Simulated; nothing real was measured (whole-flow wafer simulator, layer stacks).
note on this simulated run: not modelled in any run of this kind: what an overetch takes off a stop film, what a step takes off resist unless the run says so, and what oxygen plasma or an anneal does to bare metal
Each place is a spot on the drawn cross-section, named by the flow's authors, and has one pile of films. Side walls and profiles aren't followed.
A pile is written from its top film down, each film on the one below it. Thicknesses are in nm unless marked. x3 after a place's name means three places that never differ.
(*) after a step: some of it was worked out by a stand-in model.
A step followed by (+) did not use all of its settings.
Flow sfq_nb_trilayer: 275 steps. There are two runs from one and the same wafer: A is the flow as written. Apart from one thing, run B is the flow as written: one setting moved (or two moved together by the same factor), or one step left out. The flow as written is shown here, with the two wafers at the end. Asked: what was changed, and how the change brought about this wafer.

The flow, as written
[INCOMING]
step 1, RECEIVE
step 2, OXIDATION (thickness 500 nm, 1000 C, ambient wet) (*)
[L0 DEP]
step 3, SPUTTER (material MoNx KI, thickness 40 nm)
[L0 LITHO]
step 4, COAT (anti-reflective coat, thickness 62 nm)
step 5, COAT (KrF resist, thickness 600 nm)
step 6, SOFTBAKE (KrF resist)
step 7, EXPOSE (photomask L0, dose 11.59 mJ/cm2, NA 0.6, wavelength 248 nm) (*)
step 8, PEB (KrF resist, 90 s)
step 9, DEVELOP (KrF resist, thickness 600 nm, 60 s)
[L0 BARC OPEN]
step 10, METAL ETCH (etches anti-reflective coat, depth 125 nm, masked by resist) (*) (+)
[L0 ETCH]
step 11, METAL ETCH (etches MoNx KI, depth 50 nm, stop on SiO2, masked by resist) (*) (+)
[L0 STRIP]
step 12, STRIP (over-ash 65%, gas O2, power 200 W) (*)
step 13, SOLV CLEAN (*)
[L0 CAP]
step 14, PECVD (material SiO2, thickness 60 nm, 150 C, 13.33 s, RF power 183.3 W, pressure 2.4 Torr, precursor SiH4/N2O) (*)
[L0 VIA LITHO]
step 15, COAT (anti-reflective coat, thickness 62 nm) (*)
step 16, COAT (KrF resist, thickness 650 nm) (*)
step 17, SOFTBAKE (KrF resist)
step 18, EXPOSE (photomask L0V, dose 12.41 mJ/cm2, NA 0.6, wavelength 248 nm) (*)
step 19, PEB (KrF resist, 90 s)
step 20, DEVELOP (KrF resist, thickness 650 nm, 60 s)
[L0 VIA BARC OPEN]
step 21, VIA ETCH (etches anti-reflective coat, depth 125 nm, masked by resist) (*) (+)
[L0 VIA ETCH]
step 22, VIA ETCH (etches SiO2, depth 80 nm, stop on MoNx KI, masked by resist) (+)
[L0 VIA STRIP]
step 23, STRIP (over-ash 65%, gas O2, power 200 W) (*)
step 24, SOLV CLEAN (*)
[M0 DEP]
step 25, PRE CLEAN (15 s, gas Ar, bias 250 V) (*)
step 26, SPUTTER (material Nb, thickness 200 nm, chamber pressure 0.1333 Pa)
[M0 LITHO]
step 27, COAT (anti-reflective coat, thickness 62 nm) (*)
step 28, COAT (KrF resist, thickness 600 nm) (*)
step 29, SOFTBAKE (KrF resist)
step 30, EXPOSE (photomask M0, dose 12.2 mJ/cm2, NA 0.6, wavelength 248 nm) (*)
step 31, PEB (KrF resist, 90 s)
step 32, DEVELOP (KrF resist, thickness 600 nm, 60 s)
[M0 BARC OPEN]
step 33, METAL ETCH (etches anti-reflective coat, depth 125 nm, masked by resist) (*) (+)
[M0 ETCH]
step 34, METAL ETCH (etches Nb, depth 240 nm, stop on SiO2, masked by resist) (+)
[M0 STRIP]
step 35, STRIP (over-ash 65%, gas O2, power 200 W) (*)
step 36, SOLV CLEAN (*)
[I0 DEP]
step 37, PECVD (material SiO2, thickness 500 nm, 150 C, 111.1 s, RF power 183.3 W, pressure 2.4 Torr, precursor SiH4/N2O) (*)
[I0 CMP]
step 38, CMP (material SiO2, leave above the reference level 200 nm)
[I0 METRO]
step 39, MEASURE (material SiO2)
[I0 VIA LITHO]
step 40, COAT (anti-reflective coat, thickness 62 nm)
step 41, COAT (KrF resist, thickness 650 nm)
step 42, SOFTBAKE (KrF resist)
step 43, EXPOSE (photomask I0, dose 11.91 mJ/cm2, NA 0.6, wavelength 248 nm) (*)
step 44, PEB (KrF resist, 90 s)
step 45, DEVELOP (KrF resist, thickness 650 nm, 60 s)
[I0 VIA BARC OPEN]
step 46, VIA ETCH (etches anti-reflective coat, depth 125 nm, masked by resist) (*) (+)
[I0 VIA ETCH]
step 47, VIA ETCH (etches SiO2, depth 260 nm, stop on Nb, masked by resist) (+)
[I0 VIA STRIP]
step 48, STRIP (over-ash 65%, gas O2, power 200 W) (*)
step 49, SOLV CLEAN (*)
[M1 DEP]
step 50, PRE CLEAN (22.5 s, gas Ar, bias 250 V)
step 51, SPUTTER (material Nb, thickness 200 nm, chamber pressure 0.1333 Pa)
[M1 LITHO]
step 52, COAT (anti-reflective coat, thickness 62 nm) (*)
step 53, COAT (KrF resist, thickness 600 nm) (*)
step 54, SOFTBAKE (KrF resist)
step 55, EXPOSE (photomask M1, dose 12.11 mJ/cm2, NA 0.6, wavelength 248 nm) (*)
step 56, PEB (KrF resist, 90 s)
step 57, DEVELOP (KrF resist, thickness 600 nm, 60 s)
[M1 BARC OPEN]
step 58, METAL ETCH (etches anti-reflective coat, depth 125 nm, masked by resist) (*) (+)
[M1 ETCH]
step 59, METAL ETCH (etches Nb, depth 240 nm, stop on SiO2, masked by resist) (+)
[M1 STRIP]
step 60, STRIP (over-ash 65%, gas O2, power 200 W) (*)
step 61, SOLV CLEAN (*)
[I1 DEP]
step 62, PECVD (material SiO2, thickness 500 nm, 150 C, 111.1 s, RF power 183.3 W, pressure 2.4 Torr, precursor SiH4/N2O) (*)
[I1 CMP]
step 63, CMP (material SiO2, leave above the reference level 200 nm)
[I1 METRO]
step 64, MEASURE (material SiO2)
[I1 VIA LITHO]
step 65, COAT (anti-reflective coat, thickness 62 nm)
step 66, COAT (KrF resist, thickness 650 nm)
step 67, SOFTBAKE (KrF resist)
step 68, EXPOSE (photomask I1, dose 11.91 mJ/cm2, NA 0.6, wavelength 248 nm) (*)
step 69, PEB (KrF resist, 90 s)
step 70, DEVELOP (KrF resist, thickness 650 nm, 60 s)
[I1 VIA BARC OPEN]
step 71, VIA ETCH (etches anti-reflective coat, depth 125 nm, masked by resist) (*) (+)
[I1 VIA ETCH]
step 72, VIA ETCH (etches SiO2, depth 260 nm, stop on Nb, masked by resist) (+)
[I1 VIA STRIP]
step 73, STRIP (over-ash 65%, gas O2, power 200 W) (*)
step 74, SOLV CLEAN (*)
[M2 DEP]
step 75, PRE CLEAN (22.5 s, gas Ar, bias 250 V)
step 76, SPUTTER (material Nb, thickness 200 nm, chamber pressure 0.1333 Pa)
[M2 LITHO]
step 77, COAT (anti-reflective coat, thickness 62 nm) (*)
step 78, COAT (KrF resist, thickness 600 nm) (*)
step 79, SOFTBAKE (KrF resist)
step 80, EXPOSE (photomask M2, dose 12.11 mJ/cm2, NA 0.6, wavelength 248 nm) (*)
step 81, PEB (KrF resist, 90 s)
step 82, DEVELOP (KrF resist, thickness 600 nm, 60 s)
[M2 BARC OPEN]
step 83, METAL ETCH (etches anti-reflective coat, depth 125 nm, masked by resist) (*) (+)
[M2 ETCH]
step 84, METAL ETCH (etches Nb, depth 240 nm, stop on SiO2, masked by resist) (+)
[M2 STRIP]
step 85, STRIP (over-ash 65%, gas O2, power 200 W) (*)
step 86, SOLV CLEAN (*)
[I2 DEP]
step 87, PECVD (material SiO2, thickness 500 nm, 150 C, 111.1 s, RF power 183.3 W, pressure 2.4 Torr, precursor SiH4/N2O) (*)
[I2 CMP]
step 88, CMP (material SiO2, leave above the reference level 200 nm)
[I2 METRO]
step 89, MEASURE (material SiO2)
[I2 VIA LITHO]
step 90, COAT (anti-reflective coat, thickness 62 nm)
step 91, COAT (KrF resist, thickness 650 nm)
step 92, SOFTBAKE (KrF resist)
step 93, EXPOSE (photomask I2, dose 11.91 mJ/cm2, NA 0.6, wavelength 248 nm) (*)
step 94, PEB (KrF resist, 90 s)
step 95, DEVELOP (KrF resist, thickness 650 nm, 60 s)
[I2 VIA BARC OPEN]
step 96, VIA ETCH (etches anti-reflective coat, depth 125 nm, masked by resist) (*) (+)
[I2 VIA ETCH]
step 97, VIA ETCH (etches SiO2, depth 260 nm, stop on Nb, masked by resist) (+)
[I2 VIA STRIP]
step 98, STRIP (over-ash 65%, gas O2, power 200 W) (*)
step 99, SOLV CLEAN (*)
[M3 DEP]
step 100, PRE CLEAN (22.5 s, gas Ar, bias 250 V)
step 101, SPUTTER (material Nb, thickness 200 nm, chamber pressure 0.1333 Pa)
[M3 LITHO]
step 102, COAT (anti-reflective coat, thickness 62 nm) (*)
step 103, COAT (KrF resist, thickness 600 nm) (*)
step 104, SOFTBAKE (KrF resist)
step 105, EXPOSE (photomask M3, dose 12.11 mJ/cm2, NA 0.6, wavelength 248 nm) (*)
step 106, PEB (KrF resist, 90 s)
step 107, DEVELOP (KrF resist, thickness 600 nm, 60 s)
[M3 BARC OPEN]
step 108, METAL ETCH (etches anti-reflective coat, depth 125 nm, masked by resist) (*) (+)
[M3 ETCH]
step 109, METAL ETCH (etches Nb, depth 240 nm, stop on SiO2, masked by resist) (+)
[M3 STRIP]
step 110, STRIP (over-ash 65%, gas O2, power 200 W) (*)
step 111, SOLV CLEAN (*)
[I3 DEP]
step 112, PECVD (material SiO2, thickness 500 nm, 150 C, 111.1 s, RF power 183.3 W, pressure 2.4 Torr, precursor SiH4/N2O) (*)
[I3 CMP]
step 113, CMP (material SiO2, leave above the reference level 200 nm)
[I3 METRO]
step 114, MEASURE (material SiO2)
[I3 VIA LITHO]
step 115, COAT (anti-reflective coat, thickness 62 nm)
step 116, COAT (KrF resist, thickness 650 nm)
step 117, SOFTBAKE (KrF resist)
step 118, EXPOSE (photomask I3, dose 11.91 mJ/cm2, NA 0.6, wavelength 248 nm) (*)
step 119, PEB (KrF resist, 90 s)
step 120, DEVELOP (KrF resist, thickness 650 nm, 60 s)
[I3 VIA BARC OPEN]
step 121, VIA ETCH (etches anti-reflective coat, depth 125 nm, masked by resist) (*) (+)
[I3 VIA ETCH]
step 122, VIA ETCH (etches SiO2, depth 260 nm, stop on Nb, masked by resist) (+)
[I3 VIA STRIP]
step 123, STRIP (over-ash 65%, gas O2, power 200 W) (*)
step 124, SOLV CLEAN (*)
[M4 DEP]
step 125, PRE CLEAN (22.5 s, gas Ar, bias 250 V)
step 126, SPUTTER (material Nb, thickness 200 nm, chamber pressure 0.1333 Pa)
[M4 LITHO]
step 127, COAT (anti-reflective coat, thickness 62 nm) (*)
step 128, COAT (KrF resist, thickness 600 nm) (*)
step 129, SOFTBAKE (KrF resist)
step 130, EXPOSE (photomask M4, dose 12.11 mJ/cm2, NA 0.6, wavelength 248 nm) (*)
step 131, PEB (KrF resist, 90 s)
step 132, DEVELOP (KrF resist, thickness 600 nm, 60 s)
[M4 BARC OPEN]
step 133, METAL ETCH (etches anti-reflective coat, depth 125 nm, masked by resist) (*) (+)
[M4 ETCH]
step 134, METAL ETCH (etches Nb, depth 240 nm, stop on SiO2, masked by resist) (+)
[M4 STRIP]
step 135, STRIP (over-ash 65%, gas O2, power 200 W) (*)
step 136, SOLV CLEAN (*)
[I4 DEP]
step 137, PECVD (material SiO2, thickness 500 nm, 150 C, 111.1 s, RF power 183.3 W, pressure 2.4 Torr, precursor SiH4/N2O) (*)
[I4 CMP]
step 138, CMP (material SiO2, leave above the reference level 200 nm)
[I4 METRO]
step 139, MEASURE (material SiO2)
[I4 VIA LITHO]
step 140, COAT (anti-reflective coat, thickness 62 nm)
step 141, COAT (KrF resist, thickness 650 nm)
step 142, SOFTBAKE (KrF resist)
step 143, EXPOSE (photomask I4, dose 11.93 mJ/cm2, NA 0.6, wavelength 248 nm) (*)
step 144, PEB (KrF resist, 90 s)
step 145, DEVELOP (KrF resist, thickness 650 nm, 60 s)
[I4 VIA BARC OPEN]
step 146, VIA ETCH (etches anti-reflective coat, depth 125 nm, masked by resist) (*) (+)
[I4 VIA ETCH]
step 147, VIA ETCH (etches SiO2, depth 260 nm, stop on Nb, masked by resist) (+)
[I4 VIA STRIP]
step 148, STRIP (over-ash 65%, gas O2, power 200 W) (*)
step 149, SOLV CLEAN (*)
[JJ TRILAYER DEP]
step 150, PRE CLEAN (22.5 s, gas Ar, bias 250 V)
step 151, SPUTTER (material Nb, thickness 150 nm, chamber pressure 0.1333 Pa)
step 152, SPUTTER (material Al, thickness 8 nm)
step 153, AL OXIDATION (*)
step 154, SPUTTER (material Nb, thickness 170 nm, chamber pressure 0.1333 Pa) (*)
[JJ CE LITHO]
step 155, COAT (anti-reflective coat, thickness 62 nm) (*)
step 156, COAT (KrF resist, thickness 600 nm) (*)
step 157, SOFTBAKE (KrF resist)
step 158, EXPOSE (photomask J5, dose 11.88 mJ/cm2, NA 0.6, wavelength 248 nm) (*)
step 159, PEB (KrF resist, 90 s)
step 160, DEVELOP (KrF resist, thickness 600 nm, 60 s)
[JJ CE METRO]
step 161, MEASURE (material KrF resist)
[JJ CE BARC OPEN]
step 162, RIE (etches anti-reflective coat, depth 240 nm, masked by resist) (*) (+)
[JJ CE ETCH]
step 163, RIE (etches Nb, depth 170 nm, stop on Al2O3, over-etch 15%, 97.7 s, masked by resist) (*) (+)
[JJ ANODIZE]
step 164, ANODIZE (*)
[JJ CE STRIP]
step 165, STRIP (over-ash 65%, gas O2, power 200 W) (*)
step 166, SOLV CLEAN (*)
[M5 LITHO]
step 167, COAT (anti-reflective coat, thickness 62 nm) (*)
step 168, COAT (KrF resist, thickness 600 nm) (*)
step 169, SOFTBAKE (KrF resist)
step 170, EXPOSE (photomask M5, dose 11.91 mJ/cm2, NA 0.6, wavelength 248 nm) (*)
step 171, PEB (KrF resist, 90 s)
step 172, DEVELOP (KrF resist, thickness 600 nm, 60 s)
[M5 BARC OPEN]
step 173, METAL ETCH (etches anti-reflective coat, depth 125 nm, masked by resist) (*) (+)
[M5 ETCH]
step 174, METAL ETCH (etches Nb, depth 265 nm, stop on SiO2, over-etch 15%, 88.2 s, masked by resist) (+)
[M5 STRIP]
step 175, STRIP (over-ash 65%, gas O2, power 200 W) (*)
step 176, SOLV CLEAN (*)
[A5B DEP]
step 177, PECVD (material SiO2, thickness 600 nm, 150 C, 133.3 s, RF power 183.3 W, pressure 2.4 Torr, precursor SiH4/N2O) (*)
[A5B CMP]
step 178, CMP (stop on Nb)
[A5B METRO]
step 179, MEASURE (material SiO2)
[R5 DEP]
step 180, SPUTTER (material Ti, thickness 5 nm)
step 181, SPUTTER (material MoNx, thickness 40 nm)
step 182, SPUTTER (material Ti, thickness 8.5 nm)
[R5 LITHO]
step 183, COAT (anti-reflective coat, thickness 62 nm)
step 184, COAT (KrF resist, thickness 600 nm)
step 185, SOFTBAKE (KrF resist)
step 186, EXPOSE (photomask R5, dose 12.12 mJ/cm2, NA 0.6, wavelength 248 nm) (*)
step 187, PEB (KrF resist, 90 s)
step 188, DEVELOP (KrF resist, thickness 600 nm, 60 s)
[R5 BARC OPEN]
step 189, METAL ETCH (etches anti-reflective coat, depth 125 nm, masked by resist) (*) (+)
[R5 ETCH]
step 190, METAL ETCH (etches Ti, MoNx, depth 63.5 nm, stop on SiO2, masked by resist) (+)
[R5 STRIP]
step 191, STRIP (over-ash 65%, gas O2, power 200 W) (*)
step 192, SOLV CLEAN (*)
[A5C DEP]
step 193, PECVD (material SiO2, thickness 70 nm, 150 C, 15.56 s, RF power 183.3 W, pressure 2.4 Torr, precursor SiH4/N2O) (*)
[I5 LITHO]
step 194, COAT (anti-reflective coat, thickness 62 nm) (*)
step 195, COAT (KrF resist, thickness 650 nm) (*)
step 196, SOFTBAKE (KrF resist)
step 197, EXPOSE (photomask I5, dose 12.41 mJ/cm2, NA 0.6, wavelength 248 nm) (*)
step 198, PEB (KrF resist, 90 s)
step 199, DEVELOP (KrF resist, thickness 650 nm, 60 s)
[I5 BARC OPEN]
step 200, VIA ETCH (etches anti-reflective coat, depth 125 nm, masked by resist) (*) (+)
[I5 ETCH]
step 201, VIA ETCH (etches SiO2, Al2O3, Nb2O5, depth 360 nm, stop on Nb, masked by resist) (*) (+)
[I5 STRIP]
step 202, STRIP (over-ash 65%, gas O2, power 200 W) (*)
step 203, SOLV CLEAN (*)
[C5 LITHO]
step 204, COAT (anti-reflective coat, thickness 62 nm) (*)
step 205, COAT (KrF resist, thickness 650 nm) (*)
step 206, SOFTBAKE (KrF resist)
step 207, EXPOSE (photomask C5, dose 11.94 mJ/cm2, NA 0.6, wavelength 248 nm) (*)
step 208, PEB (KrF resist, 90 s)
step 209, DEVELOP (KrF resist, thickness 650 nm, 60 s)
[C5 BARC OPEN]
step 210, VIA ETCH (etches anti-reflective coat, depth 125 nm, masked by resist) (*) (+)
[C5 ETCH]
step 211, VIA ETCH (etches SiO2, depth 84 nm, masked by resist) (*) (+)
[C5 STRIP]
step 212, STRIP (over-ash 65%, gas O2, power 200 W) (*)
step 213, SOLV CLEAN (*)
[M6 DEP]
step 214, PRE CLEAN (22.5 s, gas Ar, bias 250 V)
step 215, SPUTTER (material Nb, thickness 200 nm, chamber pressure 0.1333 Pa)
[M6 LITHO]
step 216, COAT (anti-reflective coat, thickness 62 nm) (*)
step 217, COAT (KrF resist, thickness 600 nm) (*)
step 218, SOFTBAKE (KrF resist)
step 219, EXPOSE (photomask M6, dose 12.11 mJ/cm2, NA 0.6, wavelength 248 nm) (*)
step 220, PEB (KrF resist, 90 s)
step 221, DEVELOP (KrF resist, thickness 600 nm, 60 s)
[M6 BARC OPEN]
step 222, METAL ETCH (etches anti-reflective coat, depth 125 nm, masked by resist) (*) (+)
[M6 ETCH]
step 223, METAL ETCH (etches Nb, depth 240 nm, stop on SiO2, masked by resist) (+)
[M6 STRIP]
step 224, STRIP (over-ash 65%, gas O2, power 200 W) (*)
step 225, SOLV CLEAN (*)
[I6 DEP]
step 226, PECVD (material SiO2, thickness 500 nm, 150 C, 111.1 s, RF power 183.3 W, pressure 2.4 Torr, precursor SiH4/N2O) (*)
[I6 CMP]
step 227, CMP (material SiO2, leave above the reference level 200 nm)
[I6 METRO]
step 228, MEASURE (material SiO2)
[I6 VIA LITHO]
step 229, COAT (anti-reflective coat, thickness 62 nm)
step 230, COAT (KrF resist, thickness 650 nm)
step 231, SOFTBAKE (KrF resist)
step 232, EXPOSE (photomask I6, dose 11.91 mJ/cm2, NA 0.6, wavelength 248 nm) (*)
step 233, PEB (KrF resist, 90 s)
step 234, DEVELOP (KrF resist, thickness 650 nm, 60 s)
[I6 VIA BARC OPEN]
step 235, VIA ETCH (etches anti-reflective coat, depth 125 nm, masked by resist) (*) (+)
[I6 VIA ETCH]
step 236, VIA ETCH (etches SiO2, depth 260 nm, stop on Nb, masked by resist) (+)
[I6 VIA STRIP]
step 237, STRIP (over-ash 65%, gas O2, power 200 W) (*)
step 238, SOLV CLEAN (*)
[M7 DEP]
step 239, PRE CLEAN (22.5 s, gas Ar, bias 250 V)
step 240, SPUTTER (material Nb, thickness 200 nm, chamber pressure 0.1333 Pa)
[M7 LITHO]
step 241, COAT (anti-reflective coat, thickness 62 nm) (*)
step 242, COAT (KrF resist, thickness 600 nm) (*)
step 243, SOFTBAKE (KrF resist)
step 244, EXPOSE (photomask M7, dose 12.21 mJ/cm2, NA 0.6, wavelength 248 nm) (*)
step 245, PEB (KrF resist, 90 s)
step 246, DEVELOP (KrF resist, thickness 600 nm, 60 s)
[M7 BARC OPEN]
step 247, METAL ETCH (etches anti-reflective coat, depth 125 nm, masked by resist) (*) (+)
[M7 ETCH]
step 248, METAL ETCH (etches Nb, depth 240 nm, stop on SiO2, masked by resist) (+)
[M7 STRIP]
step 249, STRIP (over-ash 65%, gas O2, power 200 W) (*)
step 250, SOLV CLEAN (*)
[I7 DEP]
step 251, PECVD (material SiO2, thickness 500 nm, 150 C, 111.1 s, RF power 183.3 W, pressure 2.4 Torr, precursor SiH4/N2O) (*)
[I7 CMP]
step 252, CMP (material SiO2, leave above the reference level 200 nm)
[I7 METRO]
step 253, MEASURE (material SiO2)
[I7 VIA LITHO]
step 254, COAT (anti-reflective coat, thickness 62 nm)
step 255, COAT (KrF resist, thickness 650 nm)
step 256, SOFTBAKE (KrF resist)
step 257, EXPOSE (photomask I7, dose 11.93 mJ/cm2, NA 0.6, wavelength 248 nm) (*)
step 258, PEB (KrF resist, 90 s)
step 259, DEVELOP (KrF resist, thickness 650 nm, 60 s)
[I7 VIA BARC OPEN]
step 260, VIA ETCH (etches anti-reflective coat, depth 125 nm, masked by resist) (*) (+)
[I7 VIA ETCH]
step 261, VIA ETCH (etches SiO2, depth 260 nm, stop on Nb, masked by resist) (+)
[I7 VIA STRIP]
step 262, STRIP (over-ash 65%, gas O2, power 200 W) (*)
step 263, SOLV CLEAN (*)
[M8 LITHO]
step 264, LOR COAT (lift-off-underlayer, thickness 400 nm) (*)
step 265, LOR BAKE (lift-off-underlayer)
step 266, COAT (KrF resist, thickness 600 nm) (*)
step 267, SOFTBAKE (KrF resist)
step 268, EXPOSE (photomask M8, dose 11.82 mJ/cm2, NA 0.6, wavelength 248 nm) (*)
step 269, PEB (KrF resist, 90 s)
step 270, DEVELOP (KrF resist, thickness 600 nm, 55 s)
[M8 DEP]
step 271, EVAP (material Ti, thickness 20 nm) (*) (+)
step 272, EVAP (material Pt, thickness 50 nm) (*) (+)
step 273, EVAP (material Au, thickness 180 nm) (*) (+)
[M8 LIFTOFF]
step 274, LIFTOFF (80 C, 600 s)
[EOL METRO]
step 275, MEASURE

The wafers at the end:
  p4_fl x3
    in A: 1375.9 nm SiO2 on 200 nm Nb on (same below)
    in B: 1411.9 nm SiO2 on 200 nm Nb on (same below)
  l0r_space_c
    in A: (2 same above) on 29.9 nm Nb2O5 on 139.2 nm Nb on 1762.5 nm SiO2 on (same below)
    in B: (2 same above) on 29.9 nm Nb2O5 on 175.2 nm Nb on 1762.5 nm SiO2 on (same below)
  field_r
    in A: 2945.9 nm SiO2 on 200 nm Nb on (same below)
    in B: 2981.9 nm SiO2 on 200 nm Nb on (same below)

The reason: step 151, SPUTTER: thickness 186 nm was run, while the flow as written has thickness 150 nm.

The path from the change to this, step by step:
  step 151, SPUTTER (material Nb, thickness 150 nm, chamber pressure 0.1333 Pa)
      field_l, v_sur, via_sp and 100 more: A +150 Nb (new film) | B +186 Nb (new film)
      via_wl, via_w, via_wr: A +130.4 Nb | B +162 Nb
  step 155, COAT (anti-reflective coat, thickness 62 nm) (*)
      via_wl, via_wr: A +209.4 anti-reflective coat (new film) | B +219.9 anti-reflective coat (new film)
      via_w: A +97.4 anti-reflective coat (new film) | B +100.7 anti-reflective coat (new film)
  step 162, RIE (etches anti-reflective coat, depth 240 nm, masked by resist) (*) (+)
      ce_l, c5j, ce_r, wl_jj: A -209.4 KrF resist | B -219.9 KrF resist
      via_wl, via_wr: A -209.4 anti-reflective coat (all of it) | B -219.9 anti-reflective coat (all of it)
      (and at 1 other place as well)
  step 165, STRIP (over-ash 65%, gas O2, power 200 W) (*)
      ce_l: A -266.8 KrF resist (all of it), -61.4 anti-reflective coat (all of it) | B -256.2 KrF resist (all of it), -61.4 anti-reflective coat (all of it)
      c5j: A -266.9 KrF resist (all of it), -61.5 anti-reflective coat (all of it) | B -256.3 KrF resist (all of it), -61.5 anti-reflective coat (all of it)
      (and at 2 other places as well)
  step 167, COAT (anti-reflective coat, thickness 62 nm) (*)
      via_wl: A +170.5 anti-reflective coat (new film) | B +176.7 anti-reflective coat (new film)
      via_w: A +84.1 anti-reflective coat (new film) | B +86 anti-reflective coat (new film)
      (and at 1 other place as well)
  step 174, METAL ETCH (etches Nb, depth 265 nm, stop on SiO2, over-etch 15%, 88.2 s, masked by resist) (+)
      field_l, r_sur, res and 49 more: A -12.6 Al2O3 (all of it), -29.9 Nb2O5 (all of it), -139.2 Nb (all of it), -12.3 SiO2 | B -12.6 Al2O3 (all of it), -29.9 Nb2O5 (all of it), -175.2 Nb (all of it), -8.69 SiO2
      wl_a_sl: A -12.6 Al2O3 (all of it), -29.9 Nb2O5 (all of it), -139.2 Nb (all of it), -12.3 SiO2 | B -12.6 Al2O3 (all of it), -29.9 Nb2O5 (all of it), -175.2 Nb (all of it), -8.7 SiO2
  step 175, STRIP (over-ash 65%, gas O2, power 200 W) (*)
      via_wl: A -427 KrF resist (all of it), -170.5 anti-reflective coat (all of it) | B -424.9 KrF resist (all of it), -176.7 anti-reflective coat (all of it)
      via_w: A -503.5 KrF resist (all of it), -84.1 anti-reflective coat (all of it) | B -505.3 KrF resist (all of it), -86 anti-reflective coat (all of it)
      (and at 1 other place as well)
  step 178, CMP (stop on Nb)
      field_l, p4_fl x3, p4_w1 x9 and 29 more: A -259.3 SiO2 | B -226.9 SiO2
      r_sur, res, r_end, moat, field_r, lsp_l: A -252.3 SiO2 | B -218.7 SiO2
      (and at 5 other places as well)
